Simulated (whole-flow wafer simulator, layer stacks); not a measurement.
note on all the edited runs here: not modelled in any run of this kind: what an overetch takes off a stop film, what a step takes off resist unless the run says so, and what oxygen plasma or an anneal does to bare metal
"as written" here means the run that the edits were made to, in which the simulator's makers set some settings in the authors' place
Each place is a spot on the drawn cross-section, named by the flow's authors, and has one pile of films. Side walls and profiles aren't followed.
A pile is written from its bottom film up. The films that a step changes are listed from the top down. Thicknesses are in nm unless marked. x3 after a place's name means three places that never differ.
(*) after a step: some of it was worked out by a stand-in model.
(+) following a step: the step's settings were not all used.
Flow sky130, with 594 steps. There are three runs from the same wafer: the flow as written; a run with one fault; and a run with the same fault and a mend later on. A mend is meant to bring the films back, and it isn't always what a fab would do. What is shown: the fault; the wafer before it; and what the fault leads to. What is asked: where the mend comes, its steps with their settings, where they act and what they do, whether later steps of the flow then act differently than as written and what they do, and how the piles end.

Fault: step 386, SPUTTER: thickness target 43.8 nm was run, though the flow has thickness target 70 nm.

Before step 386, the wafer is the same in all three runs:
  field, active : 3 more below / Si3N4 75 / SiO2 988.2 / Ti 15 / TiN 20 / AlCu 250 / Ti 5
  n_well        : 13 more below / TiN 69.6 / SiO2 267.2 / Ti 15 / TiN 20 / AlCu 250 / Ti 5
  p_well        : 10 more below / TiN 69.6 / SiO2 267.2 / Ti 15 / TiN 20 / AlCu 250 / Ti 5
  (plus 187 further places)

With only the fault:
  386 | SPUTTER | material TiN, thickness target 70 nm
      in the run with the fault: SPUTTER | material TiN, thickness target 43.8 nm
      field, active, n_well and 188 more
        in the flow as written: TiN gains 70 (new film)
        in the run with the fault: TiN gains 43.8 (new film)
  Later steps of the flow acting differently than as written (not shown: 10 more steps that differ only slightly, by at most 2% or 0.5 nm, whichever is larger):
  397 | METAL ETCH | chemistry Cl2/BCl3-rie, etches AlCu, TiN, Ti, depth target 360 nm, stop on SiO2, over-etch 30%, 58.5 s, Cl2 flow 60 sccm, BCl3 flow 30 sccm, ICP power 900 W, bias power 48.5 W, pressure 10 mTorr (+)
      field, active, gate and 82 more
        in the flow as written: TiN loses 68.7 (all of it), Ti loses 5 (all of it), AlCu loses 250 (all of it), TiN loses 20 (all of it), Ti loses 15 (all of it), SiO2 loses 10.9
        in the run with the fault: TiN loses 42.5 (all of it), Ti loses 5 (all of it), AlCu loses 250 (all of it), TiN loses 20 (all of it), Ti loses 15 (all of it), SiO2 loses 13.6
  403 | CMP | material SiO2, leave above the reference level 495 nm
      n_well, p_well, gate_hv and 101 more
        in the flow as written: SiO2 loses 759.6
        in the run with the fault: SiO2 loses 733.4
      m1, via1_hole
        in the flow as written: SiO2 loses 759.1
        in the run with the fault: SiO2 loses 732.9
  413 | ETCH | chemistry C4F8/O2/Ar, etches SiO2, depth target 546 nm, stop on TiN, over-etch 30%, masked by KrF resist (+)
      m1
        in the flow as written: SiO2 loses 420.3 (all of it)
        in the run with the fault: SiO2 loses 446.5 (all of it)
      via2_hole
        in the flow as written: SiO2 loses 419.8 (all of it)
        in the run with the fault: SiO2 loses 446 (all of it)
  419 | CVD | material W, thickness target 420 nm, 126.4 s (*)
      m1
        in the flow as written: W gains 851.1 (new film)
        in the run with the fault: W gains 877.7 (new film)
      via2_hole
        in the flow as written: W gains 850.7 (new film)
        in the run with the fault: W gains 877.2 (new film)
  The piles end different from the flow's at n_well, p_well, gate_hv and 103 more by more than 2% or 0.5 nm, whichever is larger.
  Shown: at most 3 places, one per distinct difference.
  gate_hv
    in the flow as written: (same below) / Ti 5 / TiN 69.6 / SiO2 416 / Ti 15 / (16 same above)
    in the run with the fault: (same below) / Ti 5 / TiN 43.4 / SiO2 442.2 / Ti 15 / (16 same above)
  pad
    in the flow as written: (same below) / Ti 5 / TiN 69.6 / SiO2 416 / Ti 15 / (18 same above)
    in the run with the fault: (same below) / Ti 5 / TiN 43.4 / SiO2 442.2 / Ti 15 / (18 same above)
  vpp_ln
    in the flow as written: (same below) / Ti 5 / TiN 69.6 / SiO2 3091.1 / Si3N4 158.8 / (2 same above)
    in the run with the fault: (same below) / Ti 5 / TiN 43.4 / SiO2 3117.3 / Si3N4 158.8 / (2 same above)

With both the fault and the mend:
  The mend stands after step 386.
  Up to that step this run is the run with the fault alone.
  386a | SPUTTER | material TiN, thickness target 26.2 nm (the flow's step 386, run once more with other settings)
      field, active, n_well and 188 more
        TiN gains 26.2
  None of the later steps of the flow acts differently than as written at any place that is followed.
  By the end, the piles equal the flow's at every place that both follow.
